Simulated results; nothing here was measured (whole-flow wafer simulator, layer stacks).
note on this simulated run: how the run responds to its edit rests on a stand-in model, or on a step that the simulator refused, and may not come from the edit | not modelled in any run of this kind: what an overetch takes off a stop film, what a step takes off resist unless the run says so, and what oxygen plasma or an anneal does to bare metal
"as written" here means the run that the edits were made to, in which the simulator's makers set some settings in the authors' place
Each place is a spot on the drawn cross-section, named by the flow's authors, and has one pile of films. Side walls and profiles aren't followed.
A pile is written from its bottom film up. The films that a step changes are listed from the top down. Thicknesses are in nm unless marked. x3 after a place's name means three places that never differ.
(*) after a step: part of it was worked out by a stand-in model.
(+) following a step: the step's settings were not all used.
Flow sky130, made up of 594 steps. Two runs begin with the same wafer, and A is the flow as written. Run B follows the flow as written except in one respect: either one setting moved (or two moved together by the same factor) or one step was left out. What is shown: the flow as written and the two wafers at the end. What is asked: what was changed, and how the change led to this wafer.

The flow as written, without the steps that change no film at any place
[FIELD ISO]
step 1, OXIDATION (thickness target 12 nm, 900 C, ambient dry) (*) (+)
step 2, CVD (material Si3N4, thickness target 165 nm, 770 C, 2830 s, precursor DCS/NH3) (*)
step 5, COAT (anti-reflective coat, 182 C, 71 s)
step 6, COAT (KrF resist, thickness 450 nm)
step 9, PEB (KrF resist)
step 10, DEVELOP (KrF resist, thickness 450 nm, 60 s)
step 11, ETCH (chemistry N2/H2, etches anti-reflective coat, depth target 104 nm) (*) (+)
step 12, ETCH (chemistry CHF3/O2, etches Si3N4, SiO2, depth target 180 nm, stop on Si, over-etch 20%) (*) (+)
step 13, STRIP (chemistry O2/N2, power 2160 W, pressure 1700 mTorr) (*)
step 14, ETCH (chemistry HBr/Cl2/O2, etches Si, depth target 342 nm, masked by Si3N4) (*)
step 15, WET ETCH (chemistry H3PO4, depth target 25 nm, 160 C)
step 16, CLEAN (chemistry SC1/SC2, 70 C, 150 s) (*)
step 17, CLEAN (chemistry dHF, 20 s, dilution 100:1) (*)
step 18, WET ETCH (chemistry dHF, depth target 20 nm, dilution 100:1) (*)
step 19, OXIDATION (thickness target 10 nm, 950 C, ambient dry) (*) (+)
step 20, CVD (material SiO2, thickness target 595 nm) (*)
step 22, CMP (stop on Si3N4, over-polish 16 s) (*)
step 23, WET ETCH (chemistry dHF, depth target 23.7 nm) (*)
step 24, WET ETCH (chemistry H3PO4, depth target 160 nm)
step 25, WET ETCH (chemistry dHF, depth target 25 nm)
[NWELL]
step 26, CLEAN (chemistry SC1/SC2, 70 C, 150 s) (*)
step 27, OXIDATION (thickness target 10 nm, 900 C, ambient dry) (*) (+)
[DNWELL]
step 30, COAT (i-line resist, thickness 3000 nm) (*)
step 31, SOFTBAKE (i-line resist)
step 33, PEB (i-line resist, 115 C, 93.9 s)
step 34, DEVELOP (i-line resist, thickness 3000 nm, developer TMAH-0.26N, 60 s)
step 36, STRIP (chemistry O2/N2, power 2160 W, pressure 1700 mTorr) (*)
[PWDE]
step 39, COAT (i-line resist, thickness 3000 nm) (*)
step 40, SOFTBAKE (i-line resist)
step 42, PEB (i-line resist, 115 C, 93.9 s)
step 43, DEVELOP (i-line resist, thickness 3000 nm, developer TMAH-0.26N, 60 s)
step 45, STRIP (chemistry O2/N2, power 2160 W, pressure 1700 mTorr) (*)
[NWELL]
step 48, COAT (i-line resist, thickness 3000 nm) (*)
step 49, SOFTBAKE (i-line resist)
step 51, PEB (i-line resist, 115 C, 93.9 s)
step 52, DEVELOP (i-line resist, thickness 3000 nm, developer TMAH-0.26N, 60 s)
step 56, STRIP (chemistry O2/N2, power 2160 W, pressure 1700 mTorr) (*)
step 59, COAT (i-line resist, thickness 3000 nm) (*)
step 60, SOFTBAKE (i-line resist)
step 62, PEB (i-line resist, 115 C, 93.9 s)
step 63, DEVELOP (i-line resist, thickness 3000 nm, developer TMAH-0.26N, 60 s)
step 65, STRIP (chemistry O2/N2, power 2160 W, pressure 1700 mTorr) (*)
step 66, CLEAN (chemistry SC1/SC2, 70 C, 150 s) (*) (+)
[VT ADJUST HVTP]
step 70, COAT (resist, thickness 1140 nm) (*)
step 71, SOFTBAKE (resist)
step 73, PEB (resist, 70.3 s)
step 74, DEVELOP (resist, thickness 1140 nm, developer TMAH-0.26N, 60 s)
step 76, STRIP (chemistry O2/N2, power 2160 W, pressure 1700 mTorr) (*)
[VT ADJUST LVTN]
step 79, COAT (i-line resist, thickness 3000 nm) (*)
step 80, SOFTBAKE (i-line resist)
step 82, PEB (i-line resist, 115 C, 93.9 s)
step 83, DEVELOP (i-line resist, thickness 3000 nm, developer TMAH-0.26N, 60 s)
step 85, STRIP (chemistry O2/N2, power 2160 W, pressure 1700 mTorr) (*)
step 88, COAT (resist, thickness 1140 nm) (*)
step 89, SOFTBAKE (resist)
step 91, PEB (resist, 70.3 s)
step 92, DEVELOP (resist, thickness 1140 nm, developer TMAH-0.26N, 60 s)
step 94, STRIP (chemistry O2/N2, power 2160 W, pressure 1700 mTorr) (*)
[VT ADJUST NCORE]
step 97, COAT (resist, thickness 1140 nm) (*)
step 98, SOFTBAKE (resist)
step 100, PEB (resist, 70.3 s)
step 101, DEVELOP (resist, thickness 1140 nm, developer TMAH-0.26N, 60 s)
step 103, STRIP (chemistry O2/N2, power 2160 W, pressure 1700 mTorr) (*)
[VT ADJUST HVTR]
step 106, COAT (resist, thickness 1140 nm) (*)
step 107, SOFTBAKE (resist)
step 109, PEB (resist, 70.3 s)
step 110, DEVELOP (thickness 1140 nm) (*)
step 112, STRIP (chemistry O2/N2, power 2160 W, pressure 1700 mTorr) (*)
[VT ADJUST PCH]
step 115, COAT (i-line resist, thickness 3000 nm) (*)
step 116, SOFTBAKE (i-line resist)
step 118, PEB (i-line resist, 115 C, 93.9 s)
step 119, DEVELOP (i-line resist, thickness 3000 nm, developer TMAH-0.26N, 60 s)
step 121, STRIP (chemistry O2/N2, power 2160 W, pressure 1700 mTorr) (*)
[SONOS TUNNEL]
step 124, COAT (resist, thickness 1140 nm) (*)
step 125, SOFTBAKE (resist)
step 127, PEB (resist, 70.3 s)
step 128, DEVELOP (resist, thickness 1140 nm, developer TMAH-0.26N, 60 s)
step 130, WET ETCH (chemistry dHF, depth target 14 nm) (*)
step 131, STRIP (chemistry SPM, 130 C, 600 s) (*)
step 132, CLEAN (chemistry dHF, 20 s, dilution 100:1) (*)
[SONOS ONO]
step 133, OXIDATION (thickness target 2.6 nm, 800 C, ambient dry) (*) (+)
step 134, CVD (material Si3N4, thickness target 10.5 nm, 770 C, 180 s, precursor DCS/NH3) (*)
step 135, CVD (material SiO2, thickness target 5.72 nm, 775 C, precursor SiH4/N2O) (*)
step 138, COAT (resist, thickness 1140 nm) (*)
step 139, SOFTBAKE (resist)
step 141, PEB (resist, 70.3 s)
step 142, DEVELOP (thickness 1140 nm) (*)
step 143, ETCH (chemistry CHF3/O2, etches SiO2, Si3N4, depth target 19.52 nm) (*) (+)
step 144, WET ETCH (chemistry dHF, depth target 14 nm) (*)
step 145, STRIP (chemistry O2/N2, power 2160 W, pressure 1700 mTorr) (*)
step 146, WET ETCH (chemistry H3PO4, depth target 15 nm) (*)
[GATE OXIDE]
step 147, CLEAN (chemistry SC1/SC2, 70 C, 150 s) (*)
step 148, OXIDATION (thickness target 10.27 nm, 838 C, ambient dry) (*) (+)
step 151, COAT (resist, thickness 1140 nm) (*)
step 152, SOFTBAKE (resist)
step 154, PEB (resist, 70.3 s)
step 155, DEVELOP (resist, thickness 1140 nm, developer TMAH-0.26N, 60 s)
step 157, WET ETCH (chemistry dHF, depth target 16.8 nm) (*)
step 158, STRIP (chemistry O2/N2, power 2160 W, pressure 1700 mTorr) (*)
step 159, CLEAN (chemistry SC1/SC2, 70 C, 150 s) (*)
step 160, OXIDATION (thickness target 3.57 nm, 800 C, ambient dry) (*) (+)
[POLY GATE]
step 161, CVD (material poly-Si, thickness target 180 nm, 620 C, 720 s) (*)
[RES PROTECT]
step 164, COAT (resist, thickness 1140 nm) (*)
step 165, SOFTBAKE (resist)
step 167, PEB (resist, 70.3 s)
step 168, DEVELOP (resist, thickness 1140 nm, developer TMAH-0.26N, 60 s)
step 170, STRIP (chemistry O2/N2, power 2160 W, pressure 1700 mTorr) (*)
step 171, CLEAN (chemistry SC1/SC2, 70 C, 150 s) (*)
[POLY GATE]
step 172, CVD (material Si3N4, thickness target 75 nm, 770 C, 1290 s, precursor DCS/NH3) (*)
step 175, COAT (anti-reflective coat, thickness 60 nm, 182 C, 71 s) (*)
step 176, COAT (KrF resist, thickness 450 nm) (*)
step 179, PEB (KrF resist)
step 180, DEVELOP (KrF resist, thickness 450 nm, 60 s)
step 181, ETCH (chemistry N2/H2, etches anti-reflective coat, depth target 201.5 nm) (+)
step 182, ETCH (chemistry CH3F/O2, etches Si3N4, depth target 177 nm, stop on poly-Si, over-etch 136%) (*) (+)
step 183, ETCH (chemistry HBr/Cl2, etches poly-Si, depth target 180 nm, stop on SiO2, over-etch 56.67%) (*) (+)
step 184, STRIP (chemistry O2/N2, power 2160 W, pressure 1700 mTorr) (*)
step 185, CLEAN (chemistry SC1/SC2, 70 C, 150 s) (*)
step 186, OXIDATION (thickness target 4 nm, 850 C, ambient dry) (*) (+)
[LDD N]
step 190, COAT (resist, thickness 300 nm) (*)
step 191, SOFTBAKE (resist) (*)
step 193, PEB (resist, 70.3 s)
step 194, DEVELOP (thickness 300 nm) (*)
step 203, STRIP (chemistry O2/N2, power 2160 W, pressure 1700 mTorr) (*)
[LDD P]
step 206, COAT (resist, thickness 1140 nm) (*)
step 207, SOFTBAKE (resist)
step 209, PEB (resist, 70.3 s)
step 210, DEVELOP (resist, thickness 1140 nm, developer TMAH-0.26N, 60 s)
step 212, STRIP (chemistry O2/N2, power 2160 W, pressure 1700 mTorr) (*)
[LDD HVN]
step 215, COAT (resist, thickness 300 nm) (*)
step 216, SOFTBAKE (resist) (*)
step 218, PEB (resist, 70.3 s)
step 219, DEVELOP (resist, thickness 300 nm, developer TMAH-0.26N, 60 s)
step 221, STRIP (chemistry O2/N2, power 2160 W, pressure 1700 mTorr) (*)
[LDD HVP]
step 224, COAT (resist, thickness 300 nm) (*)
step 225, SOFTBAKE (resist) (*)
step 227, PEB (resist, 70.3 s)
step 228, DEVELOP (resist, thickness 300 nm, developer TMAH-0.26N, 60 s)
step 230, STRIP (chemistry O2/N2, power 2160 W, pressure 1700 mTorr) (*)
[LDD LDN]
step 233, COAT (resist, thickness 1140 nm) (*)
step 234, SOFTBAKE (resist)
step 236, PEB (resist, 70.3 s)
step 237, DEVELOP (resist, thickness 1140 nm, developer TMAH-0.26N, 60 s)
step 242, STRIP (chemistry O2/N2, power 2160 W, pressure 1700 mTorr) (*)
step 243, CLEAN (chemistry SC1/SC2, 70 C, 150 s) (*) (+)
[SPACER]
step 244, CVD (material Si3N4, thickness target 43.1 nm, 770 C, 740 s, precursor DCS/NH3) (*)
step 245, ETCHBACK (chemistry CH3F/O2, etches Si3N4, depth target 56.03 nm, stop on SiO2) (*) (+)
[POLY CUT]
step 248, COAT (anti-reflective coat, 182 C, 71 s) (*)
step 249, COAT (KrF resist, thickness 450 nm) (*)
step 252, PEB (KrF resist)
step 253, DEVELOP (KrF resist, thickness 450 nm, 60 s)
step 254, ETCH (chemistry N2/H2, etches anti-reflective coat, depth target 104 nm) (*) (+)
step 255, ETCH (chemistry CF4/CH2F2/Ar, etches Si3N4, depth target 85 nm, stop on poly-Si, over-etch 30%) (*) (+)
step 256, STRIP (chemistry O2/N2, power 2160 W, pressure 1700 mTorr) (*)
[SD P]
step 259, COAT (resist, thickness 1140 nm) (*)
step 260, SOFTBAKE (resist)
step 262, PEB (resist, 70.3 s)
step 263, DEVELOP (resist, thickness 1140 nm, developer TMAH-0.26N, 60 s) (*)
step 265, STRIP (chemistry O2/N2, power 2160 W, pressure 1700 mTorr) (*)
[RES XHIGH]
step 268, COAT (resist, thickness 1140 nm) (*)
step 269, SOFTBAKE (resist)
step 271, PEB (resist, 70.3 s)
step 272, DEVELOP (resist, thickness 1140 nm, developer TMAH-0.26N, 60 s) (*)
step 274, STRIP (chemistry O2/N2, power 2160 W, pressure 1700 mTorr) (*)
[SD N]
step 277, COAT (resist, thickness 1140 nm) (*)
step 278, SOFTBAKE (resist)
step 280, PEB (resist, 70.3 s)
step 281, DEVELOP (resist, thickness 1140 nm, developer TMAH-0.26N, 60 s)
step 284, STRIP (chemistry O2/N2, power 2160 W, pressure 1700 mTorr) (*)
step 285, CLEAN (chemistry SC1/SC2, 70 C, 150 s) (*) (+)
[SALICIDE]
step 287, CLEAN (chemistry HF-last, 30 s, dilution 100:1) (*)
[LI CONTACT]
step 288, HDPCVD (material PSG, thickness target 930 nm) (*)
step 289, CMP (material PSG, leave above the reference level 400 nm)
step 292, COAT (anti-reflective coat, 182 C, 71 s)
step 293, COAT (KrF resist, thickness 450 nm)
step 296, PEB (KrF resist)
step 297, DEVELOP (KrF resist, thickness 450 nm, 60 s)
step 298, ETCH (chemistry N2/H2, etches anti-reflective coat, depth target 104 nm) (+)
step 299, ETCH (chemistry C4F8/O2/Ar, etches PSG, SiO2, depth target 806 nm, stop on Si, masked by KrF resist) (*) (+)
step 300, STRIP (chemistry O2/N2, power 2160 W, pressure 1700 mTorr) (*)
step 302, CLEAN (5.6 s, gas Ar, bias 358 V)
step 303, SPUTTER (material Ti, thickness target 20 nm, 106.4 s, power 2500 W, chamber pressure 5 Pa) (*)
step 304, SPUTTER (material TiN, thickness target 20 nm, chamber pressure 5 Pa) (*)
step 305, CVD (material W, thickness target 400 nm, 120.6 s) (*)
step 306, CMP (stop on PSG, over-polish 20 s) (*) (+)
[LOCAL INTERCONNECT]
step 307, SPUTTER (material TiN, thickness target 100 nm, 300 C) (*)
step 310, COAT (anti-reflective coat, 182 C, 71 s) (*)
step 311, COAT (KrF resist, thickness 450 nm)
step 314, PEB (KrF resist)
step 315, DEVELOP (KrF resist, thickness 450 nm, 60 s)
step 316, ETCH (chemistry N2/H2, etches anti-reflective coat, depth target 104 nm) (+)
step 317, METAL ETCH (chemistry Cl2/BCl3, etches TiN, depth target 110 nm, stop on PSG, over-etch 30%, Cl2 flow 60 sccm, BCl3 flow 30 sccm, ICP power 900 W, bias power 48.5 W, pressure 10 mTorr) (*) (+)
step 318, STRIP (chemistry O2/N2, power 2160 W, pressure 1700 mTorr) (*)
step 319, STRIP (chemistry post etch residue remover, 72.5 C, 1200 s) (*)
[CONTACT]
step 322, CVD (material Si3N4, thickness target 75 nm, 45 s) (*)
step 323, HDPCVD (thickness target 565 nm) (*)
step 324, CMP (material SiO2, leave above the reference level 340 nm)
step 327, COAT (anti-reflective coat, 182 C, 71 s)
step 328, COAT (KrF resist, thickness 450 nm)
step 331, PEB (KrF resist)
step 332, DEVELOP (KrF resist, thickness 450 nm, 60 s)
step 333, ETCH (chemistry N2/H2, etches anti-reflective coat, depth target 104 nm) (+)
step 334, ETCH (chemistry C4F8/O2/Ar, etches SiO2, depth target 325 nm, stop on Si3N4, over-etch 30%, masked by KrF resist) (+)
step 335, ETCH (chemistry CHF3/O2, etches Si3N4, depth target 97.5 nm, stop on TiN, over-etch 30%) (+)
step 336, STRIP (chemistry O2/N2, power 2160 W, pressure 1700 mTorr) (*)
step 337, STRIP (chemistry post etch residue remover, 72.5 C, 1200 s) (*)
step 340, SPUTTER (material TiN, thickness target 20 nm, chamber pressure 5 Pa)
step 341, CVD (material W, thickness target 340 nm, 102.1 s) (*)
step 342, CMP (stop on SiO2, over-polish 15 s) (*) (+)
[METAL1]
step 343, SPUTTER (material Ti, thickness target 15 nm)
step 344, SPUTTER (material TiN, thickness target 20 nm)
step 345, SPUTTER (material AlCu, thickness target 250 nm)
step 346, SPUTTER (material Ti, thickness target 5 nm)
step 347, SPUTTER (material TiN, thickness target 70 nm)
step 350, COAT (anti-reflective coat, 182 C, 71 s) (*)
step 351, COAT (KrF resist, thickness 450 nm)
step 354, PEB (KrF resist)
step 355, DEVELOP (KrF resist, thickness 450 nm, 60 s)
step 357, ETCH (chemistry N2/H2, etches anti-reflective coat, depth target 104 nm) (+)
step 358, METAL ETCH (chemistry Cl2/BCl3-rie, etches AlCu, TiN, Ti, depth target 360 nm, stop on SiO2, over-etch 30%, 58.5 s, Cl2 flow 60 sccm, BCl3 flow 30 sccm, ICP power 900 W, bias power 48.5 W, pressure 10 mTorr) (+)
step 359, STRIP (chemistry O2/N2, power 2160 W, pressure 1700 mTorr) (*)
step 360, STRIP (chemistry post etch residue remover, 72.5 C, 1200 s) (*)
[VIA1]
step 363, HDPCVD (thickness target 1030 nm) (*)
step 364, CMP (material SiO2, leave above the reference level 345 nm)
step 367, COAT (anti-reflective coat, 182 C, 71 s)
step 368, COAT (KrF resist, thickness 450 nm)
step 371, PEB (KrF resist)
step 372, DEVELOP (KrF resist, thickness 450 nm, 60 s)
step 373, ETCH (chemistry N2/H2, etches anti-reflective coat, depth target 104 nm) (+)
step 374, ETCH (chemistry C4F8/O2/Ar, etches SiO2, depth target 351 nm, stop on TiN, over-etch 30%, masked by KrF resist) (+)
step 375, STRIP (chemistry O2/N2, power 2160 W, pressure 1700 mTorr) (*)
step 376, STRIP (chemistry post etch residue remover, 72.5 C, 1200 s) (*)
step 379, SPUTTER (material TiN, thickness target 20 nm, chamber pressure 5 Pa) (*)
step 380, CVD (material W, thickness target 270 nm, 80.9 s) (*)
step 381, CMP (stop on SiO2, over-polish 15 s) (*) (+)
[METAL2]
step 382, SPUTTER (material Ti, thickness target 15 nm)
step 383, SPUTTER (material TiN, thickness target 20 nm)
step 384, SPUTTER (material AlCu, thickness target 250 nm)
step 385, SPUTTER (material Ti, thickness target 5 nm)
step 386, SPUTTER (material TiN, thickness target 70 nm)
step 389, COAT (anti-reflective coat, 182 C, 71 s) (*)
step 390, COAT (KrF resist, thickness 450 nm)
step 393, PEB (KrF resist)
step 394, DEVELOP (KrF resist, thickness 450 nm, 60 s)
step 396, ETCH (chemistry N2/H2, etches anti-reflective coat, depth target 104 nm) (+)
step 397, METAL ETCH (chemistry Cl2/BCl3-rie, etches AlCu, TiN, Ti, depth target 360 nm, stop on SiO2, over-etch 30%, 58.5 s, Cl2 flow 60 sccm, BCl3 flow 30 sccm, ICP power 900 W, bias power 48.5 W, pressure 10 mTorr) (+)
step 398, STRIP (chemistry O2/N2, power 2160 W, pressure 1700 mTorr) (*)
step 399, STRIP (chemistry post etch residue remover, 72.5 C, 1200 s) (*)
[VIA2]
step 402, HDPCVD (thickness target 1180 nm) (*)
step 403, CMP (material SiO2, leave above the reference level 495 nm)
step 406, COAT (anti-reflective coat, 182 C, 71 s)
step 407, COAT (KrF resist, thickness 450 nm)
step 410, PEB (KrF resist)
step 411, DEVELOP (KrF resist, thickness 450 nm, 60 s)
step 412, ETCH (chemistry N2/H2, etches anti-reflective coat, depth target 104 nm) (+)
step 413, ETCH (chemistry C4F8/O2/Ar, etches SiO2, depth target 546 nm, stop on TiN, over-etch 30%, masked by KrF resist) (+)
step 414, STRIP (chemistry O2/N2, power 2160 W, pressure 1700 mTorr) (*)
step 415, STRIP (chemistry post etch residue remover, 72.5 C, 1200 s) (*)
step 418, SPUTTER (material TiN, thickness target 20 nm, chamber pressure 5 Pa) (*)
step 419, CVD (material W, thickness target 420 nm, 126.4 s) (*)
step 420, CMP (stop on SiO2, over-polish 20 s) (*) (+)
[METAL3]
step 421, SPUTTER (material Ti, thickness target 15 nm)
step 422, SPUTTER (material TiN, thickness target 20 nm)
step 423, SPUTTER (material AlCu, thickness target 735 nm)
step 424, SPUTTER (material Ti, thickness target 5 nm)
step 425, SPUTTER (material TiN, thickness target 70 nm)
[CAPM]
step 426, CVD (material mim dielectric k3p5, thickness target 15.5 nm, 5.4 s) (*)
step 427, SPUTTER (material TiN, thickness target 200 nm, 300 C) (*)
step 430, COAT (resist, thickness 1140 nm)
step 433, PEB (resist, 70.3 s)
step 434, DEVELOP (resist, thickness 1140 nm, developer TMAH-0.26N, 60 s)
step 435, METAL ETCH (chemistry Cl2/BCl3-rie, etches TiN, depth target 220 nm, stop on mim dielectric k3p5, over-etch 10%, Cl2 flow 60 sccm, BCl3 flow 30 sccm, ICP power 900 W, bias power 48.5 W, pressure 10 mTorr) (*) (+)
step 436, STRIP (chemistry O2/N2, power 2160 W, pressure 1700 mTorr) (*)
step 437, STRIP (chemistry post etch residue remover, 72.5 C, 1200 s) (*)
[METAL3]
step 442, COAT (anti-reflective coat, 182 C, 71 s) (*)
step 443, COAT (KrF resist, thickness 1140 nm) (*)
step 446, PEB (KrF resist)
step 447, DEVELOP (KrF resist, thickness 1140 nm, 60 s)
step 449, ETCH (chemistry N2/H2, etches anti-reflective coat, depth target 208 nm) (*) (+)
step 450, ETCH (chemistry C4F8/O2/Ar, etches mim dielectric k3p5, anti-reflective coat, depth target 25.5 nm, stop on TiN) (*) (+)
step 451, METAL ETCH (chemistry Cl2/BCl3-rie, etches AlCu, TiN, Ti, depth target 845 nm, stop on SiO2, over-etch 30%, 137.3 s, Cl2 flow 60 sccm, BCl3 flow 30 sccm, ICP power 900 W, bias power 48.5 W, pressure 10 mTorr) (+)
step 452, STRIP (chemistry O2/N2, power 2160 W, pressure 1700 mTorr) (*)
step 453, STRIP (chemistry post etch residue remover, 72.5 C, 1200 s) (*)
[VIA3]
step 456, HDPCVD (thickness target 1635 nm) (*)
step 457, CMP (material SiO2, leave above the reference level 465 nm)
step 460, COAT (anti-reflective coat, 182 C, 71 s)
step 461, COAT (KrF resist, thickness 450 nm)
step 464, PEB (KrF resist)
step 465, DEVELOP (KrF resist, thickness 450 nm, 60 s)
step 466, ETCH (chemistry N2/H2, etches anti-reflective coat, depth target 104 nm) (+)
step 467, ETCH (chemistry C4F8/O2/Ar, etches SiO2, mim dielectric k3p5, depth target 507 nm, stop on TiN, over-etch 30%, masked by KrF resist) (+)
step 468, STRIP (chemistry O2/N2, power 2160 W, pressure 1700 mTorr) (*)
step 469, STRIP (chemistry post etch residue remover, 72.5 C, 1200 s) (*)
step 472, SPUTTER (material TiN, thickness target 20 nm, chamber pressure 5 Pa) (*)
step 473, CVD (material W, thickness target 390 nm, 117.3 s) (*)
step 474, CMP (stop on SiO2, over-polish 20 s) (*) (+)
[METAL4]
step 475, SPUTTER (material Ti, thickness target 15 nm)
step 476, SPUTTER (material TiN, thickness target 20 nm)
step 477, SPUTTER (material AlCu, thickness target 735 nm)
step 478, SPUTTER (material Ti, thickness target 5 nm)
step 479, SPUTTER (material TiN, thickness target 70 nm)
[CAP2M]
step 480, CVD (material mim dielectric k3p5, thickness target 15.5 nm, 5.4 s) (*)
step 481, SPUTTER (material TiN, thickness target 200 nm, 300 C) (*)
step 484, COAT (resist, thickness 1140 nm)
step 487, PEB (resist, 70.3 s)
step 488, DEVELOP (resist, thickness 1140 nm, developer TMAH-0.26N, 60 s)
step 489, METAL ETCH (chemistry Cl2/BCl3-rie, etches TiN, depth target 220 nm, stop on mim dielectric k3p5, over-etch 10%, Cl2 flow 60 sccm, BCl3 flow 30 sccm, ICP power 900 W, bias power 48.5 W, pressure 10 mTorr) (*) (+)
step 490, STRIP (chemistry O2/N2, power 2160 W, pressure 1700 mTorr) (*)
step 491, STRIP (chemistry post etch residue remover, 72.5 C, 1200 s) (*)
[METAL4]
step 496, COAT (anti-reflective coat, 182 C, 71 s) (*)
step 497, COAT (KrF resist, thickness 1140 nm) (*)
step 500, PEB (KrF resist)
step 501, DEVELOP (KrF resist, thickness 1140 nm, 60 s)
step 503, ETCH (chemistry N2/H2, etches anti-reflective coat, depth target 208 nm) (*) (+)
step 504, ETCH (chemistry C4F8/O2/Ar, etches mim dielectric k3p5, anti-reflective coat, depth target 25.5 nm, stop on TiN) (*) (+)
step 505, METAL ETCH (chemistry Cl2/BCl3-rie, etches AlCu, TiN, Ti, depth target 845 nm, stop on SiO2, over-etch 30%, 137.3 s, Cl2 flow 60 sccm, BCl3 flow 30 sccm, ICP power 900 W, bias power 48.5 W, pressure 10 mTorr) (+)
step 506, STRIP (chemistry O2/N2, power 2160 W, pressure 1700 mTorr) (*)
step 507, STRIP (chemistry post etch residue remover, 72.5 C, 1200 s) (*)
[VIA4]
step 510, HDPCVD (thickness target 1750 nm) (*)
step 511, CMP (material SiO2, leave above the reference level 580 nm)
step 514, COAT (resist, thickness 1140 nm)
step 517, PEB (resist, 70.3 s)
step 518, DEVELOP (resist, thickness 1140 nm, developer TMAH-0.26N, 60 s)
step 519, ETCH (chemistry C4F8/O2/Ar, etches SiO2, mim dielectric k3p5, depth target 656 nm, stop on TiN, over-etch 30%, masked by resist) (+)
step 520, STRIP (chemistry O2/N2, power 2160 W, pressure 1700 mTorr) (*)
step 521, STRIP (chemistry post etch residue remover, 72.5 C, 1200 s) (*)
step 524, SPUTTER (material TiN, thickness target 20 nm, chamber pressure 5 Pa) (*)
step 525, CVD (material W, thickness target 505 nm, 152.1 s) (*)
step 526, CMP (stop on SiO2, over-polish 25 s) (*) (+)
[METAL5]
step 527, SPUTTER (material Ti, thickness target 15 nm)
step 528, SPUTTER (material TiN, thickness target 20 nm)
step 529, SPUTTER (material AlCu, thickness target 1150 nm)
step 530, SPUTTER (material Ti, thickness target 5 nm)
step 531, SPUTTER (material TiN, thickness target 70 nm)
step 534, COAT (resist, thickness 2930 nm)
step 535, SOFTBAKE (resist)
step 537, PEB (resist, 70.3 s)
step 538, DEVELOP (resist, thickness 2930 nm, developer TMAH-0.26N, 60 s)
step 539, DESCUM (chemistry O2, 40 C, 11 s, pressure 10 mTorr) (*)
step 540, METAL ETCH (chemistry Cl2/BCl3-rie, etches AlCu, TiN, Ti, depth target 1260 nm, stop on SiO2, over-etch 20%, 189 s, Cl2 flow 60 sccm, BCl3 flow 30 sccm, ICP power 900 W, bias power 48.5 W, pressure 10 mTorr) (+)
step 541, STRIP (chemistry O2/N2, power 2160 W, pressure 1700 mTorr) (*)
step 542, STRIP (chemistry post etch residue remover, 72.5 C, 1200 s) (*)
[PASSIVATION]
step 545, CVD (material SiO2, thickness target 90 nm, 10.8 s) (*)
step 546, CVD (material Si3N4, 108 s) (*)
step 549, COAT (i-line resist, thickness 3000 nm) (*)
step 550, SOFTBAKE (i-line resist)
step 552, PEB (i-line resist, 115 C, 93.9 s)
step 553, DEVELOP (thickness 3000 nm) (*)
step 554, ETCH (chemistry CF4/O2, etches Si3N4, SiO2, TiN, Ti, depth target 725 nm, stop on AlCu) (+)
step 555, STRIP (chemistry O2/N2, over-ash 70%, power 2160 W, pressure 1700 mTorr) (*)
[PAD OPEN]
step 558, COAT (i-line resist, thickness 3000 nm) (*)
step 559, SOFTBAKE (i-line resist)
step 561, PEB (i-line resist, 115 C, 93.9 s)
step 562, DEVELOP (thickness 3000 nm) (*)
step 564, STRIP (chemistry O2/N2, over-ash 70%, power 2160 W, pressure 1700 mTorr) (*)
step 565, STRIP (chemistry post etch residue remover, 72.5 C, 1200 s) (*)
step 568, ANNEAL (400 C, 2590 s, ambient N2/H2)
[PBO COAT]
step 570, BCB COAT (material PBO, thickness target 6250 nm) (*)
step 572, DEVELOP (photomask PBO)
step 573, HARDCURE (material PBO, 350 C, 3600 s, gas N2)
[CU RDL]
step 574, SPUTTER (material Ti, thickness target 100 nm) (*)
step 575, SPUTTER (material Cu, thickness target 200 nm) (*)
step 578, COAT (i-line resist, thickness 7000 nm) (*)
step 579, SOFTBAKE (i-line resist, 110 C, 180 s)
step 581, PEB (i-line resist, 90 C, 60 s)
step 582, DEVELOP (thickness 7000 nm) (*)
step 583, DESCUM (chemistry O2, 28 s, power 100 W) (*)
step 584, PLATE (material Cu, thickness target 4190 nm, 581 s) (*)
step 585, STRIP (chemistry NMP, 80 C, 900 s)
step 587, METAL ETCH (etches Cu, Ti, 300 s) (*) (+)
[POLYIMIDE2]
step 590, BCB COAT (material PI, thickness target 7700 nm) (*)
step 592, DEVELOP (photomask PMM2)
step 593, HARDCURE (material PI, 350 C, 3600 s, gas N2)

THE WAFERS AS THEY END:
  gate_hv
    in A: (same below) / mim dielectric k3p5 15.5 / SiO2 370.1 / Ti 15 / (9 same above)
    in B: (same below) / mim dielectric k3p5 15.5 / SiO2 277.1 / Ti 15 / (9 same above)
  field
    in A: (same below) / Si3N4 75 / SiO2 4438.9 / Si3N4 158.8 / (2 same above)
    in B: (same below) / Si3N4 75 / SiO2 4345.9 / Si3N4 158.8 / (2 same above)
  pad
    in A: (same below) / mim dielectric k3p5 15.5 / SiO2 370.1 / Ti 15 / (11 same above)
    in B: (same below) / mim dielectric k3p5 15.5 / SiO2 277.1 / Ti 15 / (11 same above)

What caused this: step 457, CMP: leave above the reference level 372 nm was run, while the flow as written has leave above the reference level 465 nm.

Step by step, how the change led to this:
  step 457, CMP (material SiO2, leave above the reference level 465 nm)
      n_well, p_well, gate_hv and 99 more: A SiO2 loses 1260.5 | B SiO2 loses 1353.5
      field, active, gate and 82 more: A SiO2 loses 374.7 | B SiO2 loses 467.7
      (as well as at 5 more places)
  step 467, ETCH (chemistry C4F8/O2/Ar, etches SiO2, mim dielectric k3p5, depth target 507 nm, stop on TiN, over-etch 30%, masked by KrF resist) (+)
      field, active, n_well and 187 more: A KrF resist loses 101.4 | B KrF resist loses 77.2
      m1: A SiO2 loses 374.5 (all of it), mim dielectric k3p5 loses 15.5 (all of it) | B SiO2 loses 281.5 (all of it), mim dielectric k3p5 loses 15.5 (all of it)
      (as well as at 1 more place)
  step 468, STRIP (chemistry O2/N2, power 2160 W, pressure 1700 mTorr) (*)
      field, active, n_well and 187 more: A KrF resist loses 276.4 (all of it), anti-reflective coat loses 80 (all of it) | B KrF resist loses 300.6 (all of it), anti-reflective coat loses 80 (all of it)
  step 472, SPUTTER (material TiN, thickness target 20 nm, chamber pressure 5 Pa) (*)
      m1, via3_hole: A TiN gains 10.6 | B TiN gains 11.9
  step 473, CVD (material W, thickness target 390 nm, 117.3 s) (*)
      m1: A W gains 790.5 (new film) | B W gains 696.1 (new film)
      via3_hole: A W gains 789.9 (new film) | B W gains 695.5 (new film)
